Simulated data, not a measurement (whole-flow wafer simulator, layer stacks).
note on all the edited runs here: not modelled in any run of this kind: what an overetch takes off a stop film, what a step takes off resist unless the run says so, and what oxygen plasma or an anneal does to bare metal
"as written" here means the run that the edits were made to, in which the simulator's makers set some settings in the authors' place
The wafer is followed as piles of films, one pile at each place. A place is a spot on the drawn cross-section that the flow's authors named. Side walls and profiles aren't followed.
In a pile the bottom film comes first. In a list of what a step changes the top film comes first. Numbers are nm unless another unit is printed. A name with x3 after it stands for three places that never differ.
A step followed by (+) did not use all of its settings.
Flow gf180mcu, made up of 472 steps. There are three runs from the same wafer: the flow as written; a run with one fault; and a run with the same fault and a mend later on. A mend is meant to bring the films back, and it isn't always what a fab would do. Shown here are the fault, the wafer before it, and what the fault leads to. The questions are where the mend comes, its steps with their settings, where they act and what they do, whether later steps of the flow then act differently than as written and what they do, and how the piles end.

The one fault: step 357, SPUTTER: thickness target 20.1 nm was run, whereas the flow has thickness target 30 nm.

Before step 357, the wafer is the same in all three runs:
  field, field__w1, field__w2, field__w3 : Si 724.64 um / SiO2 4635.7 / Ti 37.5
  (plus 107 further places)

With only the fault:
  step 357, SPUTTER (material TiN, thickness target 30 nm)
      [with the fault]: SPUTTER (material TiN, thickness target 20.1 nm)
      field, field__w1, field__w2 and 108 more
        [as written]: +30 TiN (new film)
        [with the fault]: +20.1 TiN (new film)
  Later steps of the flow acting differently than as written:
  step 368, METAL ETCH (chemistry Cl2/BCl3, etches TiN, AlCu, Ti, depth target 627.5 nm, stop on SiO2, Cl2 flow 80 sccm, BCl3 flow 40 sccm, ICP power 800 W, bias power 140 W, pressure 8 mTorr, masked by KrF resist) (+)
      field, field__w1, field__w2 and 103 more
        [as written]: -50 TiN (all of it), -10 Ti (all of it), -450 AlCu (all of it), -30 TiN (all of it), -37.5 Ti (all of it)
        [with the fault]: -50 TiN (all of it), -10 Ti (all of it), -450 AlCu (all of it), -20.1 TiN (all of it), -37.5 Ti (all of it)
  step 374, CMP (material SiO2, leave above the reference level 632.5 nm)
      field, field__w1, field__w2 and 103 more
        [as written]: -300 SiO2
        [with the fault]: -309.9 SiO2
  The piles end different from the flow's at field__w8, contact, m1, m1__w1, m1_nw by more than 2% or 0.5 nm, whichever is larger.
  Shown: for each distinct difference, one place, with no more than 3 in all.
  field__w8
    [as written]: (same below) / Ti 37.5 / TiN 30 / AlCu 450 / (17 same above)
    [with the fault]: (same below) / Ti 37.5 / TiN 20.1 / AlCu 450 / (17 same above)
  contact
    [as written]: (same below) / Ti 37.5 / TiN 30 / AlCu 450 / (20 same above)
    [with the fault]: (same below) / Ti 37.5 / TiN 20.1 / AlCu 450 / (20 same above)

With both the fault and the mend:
  After step 357 comes the mend.
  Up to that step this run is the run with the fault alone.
  step 357a, SPUTTER (material TiN, thickness target 9.9 nm) (the flow's step 357 again, with other settings)
      field, field__w1, field__w2 and 108 more
        +9.9 TiN
  None of the later steps of the flow acts differently than as written at any place that is followed.
  The piles end the same as the flow's at every place that both follow.
